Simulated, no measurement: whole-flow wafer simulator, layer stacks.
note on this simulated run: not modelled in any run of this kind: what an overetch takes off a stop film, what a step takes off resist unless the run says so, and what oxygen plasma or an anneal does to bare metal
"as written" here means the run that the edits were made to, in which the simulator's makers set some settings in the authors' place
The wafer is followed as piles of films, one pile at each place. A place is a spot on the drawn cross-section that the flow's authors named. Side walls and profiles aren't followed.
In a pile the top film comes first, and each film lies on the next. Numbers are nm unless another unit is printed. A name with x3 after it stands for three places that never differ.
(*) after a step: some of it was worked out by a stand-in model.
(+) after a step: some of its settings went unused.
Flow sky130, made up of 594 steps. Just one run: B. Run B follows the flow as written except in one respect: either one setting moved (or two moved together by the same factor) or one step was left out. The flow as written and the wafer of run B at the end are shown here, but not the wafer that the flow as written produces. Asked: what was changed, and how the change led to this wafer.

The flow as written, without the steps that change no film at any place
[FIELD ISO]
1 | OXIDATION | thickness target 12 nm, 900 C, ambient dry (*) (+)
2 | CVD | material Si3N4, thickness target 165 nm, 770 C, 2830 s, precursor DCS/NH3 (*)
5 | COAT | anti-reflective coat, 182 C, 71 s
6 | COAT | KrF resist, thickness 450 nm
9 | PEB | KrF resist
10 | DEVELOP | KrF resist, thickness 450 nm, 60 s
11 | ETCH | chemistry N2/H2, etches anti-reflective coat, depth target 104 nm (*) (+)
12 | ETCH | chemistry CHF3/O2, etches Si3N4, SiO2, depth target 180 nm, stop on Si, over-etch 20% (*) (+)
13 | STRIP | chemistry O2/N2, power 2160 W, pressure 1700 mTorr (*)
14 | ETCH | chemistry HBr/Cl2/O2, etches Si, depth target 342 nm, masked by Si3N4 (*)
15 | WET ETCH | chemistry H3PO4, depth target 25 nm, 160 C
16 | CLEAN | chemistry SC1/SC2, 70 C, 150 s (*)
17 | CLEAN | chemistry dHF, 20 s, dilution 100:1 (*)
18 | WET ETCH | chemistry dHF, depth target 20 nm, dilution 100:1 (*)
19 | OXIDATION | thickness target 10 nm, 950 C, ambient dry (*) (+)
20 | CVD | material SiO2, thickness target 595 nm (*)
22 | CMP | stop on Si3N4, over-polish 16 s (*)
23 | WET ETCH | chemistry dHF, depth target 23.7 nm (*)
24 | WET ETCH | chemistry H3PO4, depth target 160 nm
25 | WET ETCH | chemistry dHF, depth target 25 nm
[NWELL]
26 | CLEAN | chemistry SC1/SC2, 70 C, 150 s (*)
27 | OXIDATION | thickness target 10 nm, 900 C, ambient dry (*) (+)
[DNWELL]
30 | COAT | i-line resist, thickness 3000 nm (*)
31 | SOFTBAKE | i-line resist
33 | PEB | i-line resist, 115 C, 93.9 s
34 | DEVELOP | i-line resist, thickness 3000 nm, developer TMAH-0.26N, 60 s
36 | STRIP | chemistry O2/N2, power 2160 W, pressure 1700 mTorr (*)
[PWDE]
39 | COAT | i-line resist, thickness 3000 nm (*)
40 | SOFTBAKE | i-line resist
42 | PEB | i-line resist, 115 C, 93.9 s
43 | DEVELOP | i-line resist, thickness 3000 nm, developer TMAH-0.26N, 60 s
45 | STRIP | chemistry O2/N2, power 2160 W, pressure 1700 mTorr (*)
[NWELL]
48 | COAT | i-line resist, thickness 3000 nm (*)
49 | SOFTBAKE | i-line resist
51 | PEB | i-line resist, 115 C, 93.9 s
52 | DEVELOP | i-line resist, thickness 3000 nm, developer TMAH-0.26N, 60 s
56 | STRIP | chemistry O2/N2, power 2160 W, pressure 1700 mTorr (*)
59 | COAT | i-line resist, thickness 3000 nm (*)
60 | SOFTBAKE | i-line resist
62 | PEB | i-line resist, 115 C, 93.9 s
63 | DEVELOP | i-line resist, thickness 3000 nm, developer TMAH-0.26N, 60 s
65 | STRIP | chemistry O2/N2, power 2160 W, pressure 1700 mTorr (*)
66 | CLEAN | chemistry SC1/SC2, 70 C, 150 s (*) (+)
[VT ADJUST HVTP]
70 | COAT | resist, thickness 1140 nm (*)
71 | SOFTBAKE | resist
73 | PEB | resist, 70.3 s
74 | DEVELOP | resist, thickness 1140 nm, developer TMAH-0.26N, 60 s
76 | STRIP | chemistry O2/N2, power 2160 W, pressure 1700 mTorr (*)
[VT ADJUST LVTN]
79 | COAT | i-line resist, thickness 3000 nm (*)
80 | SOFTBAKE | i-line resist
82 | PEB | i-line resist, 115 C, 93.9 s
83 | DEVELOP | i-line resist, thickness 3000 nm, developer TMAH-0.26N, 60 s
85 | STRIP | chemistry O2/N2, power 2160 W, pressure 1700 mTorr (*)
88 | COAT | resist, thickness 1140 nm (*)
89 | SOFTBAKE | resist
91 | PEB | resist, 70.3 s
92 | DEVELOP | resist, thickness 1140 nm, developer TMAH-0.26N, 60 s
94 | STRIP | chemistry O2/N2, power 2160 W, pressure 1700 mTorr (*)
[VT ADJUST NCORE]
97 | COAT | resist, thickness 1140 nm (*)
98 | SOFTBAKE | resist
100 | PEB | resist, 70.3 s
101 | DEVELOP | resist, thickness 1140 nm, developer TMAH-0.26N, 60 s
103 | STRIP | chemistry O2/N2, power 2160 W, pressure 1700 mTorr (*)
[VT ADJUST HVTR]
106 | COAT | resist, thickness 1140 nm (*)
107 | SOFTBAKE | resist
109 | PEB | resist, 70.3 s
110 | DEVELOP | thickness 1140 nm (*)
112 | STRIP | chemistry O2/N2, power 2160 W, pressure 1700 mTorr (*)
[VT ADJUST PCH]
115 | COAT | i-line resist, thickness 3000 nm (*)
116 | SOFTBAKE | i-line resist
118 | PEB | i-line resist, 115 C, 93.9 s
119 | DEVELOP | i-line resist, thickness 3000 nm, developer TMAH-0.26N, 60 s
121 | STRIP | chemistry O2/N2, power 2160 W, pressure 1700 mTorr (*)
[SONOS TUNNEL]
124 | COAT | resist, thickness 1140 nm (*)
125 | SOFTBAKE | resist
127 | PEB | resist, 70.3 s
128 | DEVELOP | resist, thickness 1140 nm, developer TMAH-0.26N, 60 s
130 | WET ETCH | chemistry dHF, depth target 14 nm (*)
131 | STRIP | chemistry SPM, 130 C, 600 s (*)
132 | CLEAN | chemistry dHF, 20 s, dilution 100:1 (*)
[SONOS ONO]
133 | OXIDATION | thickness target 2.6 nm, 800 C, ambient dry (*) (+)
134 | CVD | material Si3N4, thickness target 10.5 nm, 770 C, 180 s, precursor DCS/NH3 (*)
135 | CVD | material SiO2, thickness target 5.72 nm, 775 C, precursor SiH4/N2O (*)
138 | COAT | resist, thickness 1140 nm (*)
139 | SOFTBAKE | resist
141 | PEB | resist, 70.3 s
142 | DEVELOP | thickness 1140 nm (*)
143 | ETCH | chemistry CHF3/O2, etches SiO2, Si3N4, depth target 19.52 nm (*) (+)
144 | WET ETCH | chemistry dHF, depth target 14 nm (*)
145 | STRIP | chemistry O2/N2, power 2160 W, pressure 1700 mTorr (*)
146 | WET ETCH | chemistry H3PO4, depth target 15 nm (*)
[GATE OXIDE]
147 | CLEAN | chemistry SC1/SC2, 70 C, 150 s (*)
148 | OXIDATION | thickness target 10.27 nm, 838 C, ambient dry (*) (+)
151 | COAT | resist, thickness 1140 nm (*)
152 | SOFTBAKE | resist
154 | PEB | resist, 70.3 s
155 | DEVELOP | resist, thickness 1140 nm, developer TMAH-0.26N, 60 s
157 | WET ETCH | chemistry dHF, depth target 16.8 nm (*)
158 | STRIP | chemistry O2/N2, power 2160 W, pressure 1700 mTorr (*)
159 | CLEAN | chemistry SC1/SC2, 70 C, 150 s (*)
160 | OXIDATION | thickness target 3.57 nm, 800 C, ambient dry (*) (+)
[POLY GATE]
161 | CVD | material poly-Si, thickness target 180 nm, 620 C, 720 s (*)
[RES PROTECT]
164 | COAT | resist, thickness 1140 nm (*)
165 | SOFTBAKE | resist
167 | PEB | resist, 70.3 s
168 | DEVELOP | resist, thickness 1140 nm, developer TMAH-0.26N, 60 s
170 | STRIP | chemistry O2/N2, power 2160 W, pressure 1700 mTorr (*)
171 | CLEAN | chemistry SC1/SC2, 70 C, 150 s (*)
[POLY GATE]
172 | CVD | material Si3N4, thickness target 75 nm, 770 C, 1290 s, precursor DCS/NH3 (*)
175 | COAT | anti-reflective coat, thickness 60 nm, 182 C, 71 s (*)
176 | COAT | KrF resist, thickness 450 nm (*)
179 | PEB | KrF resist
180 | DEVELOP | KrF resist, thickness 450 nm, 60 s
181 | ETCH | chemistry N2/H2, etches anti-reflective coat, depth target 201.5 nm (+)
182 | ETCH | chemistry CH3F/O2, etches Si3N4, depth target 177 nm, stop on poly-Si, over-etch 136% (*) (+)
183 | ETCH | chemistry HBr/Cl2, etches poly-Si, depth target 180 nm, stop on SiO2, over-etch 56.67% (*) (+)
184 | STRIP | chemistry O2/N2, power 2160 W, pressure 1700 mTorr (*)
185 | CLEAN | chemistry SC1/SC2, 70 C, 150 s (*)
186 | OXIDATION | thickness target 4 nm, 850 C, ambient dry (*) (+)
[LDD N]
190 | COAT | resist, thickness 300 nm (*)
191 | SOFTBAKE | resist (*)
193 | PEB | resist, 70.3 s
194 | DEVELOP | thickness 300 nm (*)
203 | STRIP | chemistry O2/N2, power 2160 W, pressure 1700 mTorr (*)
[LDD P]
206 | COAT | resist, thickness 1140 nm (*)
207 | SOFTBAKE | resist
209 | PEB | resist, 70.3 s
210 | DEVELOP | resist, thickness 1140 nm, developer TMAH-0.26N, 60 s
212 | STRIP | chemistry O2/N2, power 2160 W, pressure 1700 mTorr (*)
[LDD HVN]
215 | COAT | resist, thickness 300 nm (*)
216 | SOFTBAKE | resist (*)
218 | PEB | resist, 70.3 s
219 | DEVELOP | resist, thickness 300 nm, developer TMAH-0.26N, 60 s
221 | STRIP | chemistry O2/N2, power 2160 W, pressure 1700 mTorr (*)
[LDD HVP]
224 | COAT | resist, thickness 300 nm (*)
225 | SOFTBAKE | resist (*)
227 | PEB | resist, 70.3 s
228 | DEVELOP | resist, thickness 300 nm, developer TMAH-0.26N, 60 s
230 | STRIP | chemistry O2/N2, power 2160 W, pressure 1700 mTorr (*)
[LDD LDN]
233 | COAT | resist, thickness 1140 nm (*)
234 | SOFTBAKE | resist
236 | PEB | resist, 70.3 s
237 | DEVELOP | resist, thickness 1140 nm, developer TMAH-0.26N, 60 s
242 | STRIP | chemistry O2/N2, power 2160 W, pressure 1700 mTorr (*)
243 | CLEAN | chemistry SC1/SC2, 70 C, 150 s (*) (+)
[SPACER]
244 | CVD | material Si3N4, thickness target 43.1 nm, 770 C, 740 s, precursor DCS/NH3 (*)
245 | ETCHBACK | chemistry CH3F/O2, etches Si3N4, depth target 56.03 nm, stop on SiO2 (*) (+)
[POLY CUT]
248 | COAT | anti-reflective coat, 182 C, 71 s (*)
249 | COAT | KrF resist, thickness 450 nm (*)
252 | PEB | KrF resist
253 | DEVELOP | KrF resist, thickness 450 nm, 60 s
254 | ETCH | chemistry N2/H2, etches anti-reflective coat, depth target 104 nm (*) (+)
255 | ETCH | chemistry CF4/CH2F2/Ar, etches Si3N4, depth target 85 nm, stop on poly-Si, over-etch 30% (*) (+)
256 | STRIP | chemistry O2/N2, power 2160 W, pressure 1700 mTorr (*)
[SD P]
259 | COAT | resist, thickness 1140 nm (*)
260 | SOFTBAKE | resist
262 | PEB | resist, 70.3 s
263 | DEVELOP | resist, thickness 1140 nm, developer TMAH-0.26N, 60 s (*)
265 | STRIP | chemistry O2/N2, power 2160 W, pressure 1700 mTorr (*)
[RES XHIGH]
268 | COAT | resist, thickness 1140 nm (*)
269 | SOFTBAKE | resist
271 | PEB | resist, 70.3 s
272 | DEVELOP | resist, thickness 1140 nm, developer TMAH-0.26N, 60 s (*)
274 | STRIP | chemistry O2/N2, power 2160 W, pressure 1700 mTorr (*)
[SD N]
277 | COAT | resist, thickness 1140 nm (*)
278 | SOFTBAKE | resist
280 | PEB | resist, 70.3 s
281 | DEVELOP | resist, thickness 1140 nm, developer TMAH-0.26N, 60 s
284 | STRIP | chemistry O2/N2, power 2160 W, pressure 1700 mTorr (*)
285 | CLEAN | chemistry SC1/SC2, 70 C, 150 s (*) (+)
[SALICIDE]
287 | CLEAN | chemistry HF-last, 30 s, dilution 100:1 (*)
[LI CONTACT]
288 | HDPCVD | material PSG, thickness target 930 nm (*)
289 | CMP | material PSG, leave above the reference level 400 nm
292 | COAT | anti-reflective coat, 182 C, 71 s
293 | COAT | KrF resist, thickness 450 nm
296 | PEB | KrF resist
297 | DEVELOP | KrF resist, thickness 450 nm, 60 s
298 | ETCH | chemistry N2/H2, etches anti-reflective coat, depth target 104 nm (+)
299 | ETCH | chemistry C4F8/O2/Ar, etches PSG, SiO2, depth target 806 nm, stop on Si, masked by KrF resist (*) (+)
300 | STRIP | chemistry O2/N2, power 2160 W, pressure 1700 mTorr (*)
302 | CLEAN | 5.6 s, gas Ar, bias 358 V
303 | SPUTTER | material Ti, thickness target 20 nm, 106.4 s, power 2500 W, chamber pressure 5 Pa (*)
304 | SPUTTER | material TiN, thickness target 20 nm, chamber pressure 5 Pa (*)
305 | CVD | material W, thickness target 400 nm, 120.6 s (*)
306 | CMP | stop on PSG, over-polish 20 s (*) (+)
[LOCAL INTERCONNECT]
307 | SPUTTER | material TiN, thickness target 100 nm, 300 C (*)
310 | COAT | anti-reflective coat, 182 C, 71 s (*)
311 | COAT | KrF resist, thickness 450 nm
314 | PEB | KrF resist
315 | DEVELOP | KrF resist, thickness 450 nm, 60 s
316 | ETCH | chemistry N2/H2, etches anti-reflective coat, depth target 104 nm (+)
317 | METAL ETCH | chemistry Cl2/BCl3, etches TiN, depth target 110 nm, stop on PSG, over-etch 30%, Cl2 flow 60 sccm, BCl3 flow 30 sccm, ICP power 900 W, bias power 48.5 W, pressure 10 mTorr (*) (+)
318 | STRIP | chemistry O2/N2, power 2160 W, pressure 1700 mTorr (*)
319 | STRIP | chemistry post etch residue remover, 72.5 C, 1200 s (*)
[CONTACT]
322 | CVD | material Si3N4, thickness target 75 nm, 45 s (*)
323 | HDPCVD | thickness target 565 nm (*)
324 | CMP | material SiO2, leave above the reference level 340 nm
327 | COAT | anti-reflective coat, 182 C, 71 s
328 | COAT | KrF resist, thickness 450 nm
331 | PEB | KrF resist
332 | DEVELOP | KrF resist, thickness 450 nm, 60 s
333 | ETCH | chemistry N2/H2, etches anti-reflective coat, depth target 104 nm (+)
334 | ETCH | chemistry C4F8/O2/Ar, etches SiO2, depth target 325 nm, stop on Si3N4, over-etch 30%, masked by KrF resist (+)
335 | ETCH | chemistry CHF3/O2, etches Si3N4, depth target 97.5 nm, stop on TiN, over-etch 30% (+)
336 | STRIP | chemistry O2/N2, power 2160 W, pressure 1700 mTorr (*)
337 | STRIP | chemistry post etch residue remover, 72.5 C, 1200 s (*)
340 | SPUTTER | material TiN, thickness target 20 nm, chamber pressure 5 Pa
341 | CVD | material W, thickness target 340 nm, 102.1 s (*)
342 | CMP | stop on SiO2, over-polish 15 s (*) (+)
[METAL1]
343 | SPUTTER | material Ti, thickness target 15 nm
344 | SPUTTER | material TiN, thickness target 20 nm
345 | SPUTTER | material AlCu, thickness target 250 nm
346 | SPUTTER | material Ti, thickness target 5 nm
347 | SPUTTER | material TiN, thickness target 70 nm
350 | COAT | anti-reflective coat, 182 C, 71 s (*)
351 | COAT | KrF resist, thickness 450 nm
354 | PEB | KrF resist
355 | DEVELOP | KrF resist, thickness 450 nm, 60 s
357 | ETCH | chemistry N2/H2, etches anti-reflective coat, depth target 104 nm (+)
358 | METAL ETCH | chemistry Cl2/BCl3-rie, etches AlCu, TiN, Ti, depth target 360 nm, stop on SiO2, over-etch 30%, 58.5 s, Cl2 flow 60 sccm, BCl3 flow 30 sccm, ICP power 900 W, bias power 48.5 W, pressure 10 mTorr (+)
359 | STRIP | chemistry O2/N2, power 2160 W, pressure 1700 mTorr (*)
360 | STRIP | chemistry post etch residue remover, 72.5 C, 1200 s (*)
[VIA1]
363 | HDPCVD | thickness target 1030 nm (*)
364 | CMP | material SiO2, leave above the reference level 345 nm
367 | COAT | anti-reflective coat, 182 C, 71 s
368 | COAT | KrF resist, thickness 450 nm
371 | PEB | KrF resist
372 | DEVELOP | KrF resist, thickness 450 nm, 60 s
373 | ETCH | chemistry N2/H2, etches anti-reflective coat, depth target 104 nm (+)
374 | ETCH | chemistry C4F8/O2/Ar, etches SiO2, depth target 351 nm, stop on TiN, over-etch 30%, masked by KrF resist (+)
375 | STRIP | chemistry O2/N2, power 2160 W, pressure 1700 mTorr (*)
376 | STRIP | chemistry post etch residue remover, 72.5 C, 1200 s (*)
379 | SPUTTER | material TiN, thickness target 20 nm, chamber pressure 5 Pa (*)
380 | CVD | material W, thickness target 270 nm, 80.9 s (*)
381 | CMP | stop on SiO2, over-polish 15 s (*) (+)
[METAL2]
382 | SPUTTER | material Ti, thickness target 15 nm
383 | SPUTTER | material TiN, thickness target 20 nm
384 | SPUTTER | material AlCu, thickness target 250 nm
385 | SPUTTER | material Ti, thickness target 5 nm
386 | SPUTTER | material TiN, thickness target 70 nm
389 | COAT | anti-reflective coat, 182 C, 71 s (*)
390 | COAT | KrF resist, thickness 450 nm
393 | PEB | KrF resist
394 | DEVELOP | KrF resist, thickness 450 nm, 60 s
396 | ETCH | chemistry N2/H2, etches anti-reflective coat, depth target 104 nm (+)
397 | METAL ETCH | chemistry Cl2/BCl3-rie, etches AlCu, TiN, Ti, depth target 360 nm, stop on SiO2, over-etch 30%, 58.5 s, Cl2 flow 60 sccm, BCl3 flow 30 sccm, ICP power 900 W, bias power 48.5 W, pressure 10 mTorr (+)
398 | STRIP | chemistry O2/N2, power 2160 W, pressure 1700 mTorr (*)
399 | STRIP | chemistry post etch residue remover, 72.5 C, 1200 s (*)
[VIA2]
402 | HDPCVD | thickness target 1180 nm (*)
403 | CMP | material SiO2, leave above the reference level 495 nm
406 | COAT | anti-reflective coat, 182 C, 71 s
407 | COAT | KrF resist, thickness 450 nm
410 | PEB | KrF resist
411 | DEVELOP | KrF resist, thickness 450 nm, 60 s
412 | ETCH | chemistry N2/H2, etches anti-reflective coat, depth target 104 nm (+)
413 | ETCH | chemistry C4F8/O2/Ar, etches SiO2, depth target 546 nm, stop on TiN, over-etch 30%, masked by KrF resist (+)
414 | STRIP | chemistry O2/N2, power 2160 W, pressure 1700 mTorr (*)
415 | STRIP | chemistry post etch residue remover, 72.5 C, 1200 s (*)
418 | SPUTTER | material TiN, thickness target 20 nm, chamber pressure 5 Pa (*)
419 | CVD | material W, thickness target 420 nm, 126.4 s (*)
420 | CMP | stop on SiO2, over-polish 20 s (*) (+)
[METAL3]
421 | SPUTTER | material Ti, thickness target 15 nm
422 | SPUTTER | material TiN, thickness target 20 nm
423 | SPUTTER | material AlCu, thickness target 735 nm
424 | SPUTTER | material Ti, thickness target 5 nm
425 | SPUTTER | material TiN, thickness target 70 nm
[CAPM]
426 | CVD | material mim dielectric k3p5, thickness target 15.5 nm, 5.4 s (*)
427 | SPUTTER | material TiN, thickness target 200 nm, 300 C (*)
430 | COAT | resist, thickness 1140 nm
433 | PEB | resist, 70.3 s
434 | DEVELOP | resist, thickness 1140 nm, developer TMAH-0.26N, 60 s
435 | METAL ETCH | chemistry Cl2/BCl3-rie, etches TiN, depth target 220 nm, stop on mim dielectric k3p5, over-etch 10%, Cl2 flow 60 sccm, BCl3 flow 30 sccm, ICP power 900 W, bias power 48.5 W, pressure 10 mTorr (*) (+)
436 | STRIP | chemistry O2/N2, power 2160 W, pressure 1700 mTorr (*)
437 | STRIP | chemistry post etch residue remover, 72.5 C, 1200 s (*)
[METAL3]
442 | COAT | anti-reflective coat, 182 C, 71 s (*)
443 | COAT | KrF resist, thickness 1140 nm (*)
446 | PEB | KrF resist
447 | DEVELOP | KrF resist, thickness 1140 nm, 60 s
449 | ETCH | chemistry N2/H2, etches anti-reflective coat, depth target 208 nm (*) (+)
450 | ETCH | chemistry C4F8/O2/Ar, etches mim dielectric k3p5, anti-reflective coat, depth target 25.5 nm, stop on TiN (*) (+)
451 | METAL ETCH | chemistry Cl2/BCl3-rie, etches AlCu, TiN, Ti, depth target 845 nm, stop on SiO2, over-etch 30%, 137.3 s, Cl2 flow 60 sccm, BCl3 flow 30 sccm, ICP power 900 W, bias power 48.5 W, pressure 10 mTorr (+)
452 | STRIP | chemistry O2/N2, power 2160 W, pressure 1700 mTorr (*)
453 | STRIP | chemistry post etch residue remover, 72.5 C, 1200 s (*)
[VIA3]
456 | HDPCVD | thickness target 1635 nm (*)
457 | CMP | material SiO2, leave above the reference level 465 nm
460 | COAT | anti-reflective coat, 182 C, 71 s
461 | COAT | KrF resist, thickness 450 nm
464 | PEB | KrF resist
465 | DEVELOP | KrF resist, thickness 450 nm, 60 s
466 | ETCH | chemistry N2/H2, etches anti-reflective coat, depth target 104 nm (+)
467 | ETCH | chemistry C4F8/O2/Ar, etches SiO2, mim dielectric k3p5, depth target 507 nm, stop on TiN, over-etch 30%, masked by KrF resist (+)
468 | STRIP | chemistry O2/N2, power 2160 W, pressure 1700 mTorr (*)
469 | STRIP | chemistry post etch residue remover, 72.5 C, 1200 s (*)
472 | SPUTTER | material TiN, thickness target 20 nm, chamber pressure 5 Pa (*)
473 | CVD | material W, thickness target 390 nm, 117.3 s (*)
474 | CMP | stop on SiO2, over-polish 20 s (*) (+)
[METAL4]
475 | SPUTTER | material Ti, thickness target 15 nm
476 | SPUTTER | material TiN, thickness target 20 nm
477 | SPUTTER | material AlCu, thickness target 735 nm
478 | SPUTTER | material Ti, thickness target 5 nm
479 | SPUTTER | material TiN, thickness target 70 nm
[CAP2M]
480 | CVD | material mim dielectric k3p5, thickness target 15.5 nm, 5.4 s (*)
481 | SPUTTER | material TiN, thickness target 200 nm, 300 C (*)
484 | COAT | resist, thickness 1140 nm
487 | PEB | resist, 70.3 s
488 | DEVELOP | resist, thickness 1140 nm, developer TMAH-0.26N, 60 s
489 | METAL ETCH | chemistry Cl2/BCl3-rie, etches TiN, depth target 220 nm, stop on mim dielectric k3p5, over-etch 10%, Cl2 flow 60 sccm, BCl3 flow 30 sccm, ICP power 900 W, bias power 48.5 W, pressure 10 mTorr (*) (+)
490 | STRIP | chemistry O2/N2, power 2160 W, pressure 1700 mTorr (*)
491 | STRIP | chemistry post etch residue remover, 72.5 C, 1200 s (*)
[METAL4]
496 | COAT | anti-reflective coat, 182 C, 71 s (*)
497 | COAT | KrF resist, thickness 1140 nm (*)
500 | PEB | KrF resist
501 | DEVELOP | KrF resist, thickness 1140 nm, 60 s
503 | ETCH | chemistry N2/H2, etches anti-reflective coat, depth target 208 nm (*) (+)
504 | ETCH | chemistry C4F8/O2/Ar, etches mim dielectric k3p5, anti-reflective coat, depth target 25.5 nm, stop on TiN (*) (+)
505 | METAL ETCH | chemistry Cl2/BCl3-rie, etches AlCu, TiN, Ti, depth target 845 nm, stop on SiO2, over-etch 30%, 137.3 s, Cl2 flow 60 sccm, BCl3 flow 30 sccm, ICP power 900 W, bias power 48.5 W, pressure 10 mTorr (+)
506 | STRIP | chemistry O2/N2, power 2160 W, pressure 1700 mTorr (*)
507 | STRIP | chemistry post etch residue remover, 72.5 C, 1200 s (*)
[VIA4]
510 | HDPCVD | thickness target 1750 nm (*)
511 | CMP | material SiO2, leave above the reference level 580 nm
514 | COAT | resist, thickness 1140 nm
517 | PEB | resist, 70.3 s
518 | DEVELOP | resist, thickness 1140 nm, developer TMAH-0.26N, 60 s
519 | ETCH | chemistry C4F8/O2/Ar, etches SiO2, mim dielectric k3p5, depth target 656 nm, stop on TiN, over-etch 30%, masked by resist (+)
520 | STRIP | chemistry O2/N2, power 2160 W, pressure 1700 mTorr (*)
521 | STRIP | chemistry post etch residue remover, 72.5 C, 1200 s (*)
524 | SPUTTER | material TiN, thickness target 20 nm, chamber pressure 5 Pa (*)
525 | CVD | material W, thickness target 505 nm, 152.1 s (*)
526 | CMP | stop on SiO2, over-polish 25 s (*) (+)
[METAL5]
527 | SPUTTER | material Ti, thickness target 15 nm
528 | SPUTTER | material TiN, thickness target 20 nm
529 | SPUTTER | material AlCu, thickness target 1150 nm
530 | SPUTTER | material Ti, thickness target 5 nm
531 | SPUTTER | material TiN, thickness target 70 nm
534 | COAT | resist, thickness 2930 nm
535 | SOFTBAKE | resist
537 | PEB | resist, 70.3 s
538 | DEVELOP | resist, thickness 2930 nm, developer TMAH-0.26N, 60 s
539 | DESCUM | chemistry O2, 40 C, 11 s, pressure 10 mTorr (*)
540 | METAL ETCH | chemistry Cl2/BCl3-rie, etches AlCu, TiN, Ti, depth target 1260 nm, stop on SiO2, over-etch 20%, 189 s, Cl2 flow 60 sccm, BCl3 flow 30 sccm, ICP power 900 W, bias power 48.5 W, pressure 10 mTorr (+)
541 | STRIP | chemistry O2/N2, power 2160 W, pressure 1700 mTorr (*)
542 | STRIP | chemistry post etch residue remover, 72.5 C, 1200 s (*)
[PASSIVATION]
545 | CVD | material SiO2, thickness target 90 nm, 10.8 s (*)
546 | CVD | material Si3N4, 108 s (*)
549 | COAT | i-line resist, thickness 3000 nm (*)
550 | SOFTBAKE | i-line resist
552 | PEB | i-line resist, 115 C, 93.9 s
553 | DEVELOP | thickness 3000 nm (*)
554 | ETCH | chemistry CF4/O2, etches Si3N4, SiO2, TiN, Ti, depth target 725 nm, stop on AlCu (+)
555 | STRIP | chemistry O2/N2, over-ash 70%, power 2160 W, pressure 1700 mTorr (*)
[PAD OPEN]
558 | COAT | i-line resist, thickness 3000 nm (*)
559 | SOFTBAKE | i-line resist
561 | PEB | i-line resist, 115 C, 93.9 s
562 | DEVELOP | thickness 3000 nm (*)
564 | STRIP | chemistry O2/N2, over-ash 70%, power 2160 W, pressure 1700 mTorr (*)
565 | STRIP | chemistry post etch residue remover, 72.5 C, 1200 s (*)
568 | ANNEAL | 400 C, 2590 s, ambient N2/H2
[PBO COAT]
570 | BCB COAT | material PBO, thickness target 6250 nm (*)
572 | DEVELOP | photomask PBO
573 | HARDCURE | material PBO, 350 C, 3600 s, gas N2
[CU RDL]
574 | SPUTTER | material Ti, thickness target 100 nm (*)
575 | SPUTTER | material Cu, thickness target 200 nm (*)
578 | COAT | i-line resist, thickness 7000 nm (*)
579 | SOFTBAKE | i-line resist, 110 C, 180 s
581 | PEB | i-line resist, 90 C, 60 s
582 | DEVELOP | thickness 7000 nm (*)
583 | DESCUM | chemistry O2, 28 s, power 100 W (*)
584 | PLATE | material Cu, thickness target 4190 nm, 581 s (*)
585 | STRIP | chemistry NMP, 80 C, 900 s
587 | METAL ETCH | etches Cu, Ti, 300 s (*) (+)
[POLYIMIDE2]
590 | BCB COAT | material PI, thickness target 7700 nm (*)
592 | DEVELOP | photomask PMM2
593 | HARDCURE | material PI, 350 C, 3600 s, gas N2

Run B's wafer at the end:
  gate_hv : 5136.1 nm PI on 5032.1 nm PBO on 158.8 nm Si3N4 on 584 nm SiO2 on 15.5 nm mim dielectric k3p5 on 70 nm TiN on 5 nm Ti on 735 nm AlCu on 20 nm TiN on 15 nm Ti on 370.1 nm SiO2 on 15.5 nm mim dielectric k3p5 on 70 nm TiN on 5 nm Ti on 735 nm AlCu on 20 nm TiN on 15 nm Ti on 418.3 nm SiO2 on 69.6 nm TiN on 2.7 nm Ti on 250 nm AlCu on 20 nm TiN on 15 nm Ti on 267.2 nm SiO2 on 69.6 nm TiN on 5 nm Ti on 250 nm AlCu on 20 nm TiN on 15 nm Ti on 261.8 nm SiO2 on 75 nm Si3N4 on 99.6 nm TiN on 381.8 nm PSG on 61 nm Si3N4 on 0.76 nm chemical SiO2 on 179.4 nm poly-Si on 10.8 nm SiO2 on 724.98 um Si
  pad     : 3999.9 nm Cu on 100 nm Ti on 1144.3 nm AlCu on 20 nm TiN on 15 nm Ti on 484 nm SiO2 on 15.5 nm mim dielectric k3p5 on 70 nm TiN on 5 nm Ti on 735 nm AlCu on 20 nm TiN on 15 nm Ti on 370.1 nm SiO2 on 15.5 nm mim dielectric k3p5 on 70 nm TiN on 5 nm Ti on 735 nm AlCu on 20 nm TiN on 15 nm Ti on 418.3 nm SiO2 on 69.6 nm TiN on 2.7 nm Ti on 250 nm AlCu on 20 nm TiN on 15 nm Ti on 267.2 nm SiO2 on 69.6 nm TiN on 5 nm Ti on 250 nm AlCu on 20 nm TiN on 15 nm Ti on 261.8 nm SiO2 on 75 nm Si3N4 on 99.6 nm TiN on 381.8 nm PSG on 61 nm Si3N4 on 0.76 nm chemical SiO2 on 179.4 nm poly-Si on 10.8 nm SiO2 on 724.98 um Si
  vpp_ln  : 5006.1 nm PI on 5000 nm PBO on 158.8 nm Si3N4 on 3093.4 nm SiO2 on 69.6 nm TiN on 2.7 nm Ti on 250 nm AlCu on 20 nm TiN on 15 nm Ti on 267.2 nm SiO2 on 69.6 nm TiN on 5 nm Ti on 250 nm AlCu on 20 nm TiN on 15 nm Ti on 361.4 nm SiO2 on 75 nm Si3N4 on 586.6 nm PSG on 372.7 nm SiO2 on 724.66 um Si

Cause: step 385, SPUTTER: thickness target 2.7 nm was run, while the flow as written has thickness target 5 nm.
One can read it off the wafer: gate_hv has Ti 2.7, and step 385 as written asks for 5 nm.

How this came from the change, step by step:
  385 | SPUTTER | material Ti, thickness target 5 nm
      field, active, n_well and 188 more: +2.7 Ti (new film) (in the flow as written it would be: +5 Ti (new film))
  397 | METAL ETCH | chemistry Cl2/BCl3-rie, etches AlCu, TiN, Ti, depth target 360 nm, stop on SiO2, over-etch 30%, 58.5 s, Cl2 flow 60 sccm, BCl3 flow 30 sccm, ICP power 900 W, bias power 48.5 W, pressure 10 mTorr (+)
      field, active, gate and 82 more: -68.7 TiN (all of it), -2.7 Ti (all of it), -250 AlCu (all of it), -20 TiN (all of it), -15 Ti (all of it), -11.2 SiO2 (in the flow as written it would be: -68.7 TiN (all of it), -5 Ti (all of it), -250 AlCu (all of it), -20 TiN (all of it), -15 Ti (all of it), -10.9 SiO2)
